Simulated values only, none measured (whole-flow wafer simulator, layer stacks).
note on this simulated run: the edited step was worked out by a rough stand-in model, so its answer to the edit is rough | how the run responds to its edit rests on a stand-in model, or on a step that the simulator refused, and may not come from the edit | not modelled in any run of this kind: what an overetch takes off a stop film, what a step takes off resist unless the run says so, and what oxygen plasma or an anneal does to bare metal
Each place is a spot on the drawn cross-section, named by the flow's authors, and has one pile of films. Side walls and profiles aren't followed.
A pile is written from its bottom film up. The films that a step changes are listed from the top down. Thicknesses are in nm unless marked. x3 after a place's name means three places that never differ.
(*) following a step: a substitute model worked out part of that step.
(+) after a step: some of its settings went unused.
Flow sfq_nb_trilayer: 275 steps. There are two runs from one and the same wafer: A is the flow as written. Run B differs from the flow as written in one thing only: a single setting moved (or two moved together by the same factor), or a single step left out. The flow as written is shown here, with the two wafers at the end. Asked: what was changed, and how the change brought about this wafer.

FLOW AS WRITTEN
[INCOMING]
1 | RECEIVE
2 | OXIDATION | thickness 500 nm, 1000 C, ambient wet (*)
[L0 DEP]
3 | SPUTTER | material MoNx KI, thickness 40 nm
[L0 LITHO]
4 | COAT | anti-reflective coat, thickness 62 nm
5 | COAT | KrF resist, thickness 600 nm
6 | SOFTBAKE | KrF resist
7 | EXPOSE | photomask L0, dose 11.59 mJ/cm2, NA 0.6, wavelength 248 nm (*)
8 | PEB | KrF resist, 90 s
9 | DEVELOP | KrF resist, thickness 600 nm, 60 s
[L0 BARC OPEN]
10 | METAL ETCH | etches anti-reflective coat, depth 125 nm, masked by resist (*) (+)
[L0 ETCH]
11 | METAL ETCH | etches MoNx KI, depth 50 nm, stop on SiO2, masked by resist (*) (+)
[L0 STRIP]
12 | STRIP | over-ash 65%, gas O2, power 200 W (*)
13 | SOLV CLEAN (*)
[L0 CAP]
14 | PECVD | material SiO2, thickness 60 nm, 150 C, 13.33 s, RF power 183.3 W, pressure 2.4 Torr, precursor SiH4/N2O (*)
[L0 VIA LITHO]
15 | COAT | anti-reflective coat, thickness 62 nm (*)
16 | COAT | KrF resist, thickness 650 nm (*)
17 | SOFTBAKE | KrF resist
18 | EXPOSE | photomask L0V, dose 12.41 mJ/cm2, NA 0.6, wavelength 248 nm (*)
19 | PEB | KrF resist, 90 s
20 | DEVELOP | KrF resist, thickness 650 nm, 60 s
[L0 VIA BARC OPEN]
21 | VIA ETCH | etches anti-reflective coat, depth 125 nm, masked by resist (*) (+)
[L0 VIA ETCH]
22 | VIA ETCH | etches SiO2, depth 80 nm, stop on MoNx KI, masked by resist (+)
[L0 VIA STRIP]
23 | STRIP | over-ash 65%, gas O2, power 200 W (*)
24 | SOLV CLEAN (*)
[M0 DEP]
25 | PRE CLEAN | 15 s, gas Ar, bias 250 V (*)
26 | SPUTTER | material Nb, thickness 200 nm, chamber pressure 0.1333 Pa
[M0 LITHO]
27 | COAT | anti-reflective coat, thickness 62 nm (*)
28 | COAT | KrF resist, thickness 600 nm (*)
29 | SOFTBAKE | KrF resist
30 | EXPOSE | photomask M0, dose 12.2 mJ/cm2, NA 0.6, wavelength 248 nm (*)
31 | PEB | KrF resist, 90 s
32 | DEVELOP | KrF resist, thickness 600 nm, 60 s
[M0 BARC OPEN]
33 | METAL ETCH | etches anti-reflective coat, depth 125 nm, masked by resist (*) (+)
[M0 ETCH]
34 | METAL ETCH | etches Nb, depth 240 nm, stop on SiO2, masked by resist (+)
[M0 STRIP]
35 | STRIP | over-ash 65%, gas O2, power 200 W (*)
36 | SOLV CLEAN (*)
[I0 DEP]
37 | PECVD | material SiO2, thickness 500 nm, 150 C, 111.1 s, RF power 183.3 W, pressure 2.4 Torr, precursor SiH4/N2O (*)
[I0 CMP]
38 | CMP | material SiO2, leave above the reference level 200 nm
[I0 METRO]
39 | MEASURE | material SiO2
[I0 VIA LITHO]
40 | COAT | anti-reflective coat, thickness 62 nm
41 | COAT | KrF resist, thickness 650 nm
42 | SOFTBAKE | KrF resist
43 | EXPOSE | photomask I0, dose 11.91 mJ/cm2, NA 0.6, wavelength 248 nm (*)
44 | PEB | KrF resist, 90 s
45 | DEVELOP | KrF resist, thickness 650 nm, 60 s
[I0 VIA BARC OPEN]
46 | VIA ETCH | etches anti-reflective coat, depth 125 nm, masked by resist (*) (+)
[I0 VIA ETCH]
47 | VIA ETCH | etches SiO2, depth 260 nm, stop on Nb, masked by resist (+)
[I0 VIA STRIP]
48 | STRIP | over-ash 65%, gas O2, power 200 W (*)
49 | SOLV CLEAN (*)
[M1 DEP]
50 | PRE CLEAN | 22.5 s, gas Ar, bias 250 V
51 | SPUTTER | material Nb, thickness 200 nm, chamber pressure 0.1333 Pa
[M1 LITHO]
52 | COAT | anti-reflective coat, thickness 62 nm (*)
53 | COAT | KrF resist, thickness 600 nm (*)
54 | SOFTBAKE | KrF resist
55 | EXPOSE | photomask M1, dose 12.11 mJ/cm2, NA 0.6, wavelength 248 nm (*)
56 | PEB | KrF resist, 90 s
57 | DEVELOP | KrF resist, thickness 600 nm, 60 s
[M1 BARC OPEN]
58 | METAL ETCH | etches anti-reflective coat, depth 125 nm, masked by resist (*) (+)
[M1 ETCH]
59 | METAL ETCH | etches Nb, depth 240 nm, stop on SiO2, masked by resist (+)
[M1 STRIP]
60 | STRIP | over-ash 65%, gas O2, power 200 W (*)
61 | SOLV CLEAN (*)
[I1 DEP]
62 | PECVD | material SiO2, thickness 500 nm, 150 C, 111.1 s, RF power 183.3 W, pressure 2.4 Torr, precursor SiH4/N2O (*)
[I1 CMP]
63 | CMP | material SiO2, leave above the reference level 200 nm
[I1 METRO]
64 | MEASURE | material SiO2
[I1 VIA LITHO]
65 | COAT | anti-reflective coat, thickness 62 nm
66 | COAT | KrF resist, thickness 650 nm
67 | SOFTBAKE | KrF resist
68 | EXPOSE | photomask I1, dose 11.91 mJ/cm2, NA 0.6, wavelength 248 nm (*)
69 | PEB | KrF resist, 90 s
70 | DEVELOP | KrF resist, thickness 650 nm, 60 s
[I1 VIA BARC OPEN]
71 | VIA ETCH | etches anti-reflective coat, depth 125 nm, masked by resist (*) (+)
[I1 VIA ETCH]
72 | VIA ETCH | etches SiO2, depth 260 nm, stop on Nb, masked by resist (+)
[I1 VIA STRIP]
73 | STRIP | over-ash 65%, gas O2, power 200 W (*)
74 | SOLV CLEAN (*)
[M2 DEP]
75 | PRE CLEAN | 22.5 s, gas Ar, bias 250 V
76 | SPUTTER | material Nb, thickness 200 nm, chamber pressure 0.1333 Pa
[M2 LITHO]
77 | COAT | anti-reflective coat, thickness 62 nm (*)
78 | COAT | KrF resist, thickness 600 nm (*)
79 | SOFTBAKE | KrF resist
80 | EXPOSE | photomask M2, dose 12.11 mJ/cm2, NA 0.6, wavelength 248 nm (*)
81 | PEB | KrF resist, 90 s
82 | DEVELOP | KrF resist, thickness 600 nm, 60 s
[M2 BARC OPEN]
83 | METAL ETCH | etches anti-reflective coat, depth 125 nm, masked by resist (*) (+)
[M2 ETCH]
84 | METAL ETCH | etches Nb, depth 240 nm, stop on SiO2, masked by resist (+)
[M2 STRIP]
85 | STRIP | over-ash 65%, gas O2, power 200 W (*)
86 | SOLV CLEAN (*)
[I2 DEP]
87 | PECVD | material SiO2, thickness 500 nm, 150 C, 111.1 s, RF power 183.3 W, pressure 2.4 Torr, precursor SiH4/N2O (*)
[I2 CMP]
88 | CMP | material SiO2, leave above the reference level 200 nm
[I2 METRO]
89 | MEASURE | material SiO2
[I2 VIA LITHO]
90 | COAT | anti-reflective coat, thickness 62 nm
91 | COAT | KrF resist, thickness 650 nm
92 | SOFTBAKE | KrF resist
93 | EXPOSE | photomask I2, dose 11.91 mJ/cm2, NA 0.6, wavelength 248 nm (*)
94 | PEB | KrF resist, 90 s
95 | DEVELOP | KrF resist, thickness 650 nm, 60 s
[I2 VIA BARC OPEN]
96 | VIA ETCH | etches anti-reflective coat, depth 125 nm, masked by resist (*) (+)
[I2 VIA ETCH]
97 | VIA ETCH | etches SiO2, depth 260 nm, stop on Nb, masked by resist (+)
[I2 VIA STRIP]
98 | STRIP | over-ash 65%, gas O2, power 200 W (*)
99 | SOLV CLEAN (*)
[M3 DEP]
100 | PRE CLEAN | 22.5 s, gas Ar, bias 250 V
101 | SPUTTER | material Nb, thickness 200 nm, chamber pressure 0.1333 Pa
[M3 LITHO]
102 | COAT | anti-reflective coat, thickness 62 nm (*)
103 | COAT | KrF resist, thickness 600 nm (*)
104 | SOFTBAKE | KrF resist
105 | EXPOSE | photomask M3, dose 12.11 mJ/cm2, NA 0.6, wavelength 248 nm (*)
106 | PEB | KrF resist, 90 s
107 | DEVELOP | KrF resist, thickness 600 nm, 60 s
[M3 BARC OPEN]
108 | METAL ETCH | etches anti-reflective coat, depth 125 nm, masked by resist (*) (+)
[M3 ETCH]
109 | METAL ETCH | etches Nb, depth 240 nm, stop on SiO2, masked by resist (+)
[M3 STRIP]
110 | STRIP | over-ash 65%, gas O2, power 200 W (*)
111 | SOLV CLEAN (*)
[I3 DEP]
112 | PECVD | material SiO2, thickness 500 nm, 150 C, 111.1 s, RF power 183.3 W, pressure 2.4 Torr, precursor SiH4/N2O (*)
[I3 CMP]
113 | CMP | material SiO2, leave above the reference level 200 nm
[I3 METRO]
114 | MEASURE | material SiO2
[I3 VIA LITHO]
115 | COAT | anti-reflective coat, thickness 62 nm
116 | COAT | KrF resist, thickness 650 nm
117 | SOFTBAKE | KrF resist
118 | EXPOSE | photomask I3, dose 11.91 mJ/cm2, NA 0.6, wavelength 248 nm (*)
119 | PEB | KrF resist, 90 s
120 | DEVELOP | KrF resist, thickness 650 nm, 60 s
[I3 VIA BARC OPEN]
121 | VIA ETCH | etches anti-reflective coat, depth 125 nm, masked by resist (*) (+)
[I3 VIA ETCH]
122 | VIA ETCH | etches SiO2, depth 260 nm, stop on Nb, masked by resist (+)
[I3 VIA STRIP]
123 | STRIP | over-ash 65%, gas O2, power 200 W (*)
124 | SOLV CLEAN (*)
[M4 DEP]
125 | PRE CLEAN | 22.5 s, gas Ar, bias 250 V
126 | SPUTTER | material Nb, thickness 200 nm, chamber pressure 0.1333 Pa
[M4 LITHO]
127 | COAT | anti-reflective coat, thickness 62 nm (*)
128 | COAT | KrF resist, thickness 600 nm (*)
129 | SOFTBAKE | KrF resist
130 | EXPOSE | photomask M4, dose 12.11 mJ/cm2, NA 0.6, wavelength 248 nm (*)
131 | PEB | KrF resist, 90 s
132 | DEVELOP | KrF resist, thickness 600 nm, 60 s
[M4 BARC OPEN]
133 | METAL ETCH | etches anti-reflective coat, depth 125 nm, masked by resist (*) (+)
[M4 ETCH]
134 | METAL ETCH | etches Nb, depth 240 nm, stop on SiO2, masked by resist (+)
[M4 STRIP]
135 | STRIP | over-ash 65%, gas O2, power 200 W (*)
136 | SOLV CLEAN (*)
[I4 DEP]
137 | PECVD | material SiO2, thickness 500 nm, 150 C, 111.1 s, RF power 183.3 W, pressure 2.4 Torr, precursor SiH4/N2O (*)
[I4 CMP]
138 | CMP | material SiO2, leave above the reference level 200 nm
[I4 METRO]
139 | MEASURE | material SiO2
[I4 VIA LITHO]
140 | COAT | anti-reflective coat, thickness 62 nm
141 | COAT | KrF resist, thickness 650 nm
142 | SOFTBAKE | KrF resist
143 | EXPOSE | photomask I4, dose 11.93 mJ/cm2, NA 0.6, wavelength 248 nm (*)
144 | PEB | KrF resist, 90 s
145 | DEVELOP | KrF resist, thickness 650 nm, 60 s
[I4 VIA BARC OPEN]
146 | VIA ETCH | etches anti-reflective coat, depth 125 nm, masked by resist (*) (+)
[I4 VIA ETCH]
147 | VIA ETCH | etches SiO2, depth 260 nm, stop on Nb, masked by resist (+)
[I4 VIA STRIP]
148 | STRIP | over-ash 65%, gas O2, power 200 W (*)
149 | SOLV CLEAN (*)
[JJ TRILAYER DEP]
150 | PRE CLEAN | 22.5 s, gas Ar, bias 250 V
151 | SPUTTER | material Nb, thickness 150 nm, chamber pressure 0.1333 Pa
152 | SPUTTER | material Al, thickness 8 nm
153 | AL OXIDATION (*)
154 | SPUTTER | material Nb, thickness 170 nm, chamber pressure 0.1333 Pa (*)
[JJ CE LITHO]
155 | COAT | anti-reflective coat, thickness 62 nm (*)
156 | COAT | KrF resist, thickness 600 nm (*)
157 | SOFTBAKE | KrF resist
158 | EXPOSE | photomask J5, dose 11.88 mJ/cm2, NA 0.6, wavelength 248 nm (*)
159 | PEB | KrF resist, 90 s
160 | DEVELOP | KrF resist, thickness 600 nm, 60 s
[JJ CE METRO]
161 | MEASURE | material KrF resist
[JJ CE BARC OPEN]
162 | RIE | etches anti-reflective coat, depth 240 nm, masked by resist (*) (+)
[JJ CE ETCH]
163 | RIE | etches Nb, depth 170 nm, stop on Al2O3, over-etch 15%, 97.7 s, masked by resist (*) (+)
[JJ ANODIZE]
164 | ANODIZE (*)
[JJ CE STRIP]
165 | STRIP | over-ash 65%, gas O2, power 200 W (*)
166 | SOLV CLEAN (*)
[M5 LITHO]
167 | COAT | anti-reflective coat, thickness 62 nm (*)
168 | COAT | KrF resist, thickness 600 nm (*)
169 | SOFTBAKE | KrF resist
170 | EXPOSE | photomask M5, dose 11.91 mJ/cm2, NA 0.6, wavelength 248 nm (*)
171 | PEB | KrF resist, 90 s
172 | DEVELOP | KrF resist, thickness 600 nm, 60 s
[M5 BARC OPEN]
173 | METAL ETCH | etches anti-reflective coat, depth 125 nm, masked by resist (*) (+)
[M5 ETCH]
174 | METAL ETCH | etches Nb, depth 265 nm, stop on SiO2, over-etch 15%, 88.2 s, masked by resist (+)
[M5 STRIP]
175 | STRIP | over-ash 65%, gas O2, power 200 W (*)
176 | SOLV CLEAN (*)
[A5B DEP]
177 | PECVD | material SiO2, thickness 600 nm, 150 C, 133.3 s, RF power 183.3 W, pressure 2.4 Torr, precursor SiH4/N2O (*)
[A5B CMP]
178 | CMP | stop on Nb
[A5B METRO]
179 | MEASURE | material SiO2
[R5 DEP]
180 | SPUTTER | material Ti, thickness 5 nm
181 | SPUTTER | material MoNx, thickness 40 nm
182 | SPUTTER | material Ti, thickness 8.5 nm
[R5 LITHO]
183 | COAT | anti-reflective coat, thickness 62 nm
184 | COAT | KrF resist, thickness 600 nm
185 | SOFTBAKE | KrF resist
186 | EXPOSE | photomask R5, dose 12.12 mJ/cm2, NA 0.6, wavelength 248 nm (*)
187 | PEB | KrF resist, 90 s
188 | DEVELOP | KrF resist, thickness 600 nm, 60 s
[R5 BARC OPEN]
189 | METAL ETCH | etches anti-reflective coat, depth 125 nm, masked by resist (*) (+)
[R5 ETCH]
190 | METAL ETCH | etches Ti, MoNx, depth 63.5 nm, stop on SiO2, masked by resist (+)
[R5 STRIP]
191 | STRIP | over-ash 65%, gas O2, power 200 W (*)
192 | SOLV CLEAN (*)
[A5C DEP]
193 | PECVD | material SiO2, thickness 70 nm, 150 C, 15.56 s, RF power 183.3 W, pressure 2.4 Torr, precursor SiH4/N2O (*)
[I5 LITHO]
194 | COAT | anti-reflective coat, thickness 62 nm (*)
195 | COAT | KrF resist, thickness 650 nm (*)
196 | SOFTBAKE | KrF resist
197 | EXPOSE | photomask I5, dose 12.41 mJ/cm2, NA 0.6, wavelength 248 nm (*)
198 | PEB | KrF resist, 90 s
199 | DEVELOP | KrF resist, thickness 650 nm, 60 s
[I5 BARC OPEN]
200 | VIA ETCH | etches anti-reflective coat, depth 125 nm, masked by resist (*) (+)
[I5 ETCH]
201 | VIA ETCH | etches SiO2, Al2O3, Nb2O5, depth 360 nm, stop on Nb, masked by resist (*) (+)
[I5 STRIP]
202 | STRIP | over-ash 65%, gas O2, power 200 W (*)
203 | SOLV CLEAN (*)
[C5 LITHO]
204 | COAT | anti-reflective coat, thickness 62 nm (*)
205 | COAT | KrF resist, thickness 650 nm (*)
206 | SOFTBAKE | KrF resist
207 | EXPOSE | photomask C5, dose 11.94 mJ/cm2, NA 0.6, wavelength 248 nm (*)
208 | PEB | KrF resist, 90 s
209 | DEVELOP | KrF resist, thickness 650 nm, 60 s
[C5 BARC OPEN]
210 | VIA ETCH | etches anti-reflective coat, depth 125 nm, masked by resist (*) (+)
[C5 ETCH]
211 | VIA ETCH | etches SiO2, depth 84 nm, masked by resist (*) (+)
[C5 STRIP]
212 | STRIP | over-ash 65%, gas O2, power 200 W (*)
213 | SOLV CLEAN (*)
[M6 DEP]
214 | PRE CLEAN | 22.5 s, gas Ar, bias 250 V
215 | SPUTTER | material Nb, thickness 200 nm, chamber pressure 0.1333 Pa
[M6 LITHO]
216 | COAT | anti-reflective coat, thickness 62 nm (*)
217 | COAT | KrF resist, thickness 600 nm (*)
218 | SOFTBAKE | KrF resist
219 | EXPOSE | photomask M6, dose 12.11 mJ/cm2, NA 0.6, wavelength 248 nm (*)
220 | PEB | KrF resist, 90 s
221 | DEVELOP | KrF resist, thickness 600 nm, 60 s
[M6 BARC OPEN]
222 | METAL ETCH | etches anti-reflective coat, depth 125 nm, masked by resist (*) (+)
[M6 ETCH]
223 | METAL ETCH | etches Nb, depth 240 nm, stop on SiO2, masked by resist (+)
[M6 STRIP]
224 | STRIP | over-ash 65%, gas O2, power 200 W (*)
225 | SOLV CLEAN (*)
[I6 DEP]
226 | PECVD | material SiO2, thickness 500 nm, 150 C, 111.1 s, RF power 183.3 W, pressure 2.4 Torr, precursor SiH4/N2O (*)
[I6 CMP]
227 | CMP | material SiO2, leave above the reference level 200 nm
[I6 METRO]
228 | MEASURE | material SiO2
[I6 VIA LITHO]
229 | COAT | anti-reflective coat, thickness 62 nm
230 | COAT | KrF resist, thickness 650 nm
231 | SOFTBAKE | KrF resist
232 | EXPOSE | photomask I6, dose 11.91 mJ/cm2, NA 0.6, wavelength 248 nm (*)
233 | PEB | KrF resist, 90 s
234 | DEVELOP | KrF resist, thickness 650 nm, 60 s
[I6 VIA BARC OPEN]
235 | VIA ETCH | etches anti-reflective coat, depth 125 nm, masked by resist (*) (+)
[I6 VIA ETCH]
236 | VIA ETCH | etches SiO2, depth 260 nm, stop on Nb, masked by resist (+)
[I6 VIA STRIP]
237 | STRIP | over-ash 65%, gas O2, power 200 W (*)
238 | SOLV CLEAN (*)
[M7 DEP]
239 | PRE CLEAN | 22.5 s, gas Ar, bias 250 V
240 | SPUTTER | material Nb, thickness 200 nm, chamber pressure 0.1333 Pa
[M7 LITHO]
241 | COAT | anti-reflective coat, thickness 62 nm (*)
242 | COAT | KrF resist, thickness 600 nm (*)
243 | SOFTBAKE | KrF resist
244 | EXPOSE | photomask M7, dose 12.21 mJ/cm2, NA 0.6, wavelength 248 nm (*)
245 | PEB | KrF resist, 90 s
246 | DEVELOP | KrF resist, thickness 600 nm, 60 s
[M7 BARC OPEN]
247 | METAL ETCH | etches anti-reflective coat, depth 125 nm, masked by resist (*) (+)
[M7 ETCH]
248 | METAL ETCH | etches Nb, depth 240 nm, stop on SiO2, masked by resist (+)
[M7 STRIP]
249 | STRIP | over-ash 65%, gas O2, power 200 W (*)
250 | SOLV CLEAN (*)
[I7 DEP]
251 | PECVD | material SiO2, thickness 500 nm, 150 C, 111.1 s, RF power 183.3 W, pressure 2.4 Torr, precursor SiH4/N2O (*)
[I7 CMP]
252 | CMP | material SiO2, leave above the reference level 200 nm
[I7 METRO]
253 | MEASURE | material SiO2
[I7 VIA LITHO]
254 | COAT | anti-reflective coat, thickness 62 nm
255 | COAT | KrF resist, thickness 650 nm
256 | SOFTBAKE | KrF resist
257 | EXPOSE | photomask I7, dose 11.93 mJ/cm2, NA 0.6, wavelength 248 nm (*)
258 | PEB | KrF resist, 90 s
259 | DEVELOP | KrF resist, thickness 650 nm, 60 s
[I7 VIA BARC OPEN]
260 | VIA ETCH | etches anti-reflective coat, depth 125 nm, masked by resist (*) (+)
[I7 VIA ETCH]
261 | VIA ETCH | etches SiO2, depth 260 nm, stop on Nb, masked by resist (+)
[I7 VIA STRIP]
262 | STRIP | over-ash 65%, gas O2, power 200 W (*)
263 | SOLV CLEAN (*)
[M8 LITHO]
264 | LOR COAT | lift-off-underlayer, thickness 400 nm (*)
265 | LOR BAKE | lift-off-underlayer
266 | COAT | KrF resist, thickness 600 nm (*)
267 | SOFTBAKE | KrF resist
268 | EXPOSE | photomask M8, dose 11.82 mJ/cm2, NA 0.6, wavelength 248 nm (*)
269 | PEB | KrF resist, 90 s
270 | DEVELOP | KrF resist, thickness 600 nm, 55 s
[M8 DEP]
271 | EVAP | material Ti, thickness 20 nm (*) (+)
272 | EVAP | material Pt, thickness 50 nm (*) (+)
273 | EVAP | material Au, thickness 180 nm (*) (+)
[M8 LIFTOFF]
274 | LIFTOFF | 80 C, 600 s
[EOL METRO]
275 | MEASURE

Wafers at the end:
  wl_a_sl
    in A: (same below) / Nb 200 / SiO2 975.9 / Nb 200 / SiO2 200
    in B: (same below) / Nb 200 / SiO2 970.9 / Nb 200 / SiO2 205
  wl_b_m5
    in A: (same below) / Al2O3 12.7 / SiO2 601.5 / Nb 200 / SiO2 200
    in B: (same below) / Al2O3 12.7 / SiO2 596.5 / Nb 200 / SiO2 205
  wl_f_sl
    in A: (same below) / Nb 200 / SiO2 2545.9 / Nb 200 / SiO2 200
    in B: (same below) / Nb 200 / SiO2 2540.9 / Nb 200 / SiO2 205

What caused this: step 226, PECVD: thickness 395 nm was run, though the flow has thickness 500 nm; step 226, PECVD: 87.78 s was run, where the flow has 111.1 s.

How this came from the change, step by step:
  226 | PECVD | material SiO2, thickness 500 nm, 150 C, 111.1 s, RF power 183.3 W, pressure 2.4 Torr, precursor SiH4/N2O (*)
      field_l, p4_fl, p4_fm and 62 more: A SiO2 gains 500 | B SiO2 gains 395
      v_sur, via_wl, via_w and 21 more: A SiO2 gains 500 (new film) | B SiO2 gains 395 (new film)
      (as well as at 17 more places)
  227 | CMP | material SiO2, leave above the reference level 200 nm
      field_l, p4_fl, p4_fm and 59 more: A SiO2 loses 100 | B nothing
      moat, field_r, lsp_l, ln_m5, lsp_m: A SiO2 loses 93.6 | B nothing
      (as well as at 39 more places)
  229 | COAT | anti-reflective coat, thickness 62 nm
      moat, lsp_m, m6r_space_l, m6r_space_r, m8r_pad_l, m8r_pad_r: A anti-reflective coat gains 62 (new film) | B anti-reflective coat gains 63.4 (new film)
      v_sur, wl_a_m6, wl_c_m6, wl_f_m6: A anti-reflective coat gains 62 (new film) | B anti-reflective coat gains 60.5 (new film)
      (as well as at 14 more places)
  230 | COAT | KrF resist, thickness 650 nm
      be: A KrF resist gains 650 (new film) | B KrF resist gains 777.4 (new film)
  237 | STRIP | over-ash 65%, gas O2, power 200 W (*)
      wl_c_m6, wl_f_m6: A KrF resist loses 528.6 (all of it), anti-reflective coat loses 62 (all of it) | B KrF resist loses 527.2 (all of it), anti-reflective coat loses 60.5 (all of it)
      m5r_linepad_l, m5r_linepad_r: A KrF resist loses 528.6 (all of it), anti-reflective coat loses 62 (all of it) | B KrF resist loses 528.6 (all of it), anti-reflective coat loses 64 (all of it)
      (as well as at 20 more places)
  240 | SPUTTER | material Nb, thickness 200 nm, chamber pressure 0.1333 Pa
      be: A Nb gains 200 (new film) | B Nb gains 149.4 (new film)
  241 | COAT | anti-reflective coat, thickness 62 nm (*)
      m6r_space_l, m6r_space_r, m8r_pad_l, m8r_pad_r: A anti-reflective coat gains 62 (new film) | B anti-reflective coat gains 63.3 (new film)
      wl_a_m6, wl_c_m6, wl_f_m6: A anti-reflective coat gains 62 (new film) | B anti-reflective coat gains 60.3 (new film)
      (as well as at 17 more places)
  242 | COAT | KrF resist, thickness 600 nm (*)
      wire: A KrF resist gains 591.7 (new film) | B KrF resist gains 575 (new film)
      be: A KrF resist gains 592.4 (new film) | B KrF resist gains 729.2 (new film)
      (as well as at 1 more place)
  247 | METAL ETCH | etches anti-reflective coat, depth 125 nm, masked by resist (*) (+)
      m6r_space_l, m6r_space_r, m8r_pad_l, m8r_pad_r: A anti-reflective coat loses 62 (all of it) | B anti-reflective coat loses 63.3 (all of it)
      m5r_linepad_l, m5r_linepad_r: A anti-reflective coat loses 62 (all of it) | B anti-reflective coat loses 63.8 (all of it)
      (as well as at 5 more places)
  249 | STRIP | over-ash 65%, gas O2, power 200 W (*)
      v_sur: A KrF resist loses 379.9 (all of it), anti-reflective coat loses 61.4 (all of it) | B KrF resist loses 377.2 (all of it), anti-reflective coat loses 59.9 (all of it)
      wire: A KrF resist loses 374.1 (all of it), anti-reflective coat loses 50.3 (all of it) | B KrF resist loses 357.4 (all of it), anti-reflective coat loses 46.4 (all of it)
      (as well as at 12 more places)
  251 | PECVD | material SiO2, thickness 500 nm, 150 C, 111.1 s, RF power 183.3 W, pressure 2.4 Torr, precursor SiH4/N2O (*)
      be: A SiO2 gains 500 (new film) | B SiO2 gains 656.8 (new film)
  252 | CMP | material SiO2, leave above the reference level 200 nm
      field_l, p4_fl, p4_fm and 48 more: A SiO2 loses 100 | B SiO2 loses 95
      moat, ln_m5, lsp_m: A SiO2 loses 300 | B SiO2 loses 290.1
      (as well as at 9 more places)
